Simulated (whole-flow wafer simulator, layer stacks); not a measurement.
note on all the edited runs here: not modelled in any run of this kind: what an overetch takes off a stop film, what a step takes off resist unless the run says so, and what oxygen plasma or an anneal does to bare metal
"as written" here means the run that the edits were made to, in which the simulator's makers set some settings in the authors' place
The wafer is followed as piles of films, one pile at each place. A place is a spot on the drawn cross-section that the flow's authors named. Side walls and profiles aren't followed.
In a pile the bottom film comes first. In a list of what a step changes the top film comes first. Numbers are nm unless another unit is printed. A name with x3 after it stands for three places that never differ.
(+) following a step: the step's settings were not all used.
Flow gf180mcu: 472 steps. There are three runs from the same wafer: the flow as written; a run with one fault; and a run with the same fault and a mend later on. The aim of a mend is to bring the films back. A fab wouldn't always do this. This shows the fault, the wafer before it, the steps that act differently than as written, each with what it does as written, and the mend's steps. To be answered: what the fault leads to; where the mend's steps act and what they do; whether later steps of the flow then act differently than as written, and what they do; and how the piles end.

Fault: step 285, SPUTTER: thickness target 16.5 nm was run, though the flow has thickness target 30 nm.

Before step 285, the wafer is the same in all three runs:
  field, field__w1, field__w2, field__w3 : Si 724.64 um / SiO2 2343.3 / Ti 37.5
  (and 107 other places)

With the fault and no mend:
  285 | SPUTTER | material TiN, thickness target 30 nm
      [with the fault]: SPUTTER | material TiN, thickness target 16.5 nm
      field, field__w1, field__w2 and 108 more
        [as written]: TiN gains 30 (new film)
        [with the fault]: TiN gains 16.5 (new film)
  Later steps of the flow acting differently than as written:
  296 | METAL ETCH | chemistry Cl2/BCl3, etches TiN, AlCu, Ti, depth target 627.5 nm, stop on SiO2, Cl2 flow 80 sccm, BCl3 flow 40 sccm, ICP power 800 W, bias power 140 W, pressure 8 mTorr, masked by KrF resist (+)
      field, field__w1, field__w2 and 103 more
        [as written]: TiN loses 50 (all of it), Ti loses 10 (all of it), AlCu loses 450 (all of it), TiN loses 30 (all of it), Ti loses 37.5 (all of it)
        [with the fault]: TiN loses 50 (all of it), Ti loses 10 (all of it), AlCu loses 450 (all of it), TiN loses 16.5 (all of it), Ti loses 37.5 (all of it)
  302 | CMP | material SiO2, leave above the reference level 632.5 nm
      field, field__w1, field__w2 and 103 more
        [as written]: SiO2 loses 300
        [with the fault]: SiO2 loses 313.5
  By the end, the piles at field__w8, contact, m1, m1__w1, m1_nw depart from the flow's by more than 2% or 0.5 nm, whichever is larger.
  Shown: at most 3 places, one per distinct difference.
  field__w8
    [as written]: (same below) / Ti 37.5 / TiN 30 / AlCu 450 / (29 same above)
    [with the fault]: (same below) / Ti 37.5 / TiN 16.5 / AlCu 450 / (29 same above)
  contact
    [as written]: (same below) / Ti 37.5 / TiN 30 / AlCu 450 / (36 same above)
    [with the fault]: (same below) / Ti 37.5 / TiN 16.5 / AlCu 450 / (36 same above)

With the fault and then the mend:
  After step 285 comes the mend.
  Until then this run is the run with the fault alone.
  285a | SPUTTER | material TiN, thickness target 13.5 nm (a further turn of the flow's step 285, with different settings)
      field, field__w1, field__w2 and 108 more
        TiN gains 13.5
  None of the later steps of the flow acts differently than as written at any place that is followed.
  The piles end the same as the flow's at every place that both follow.
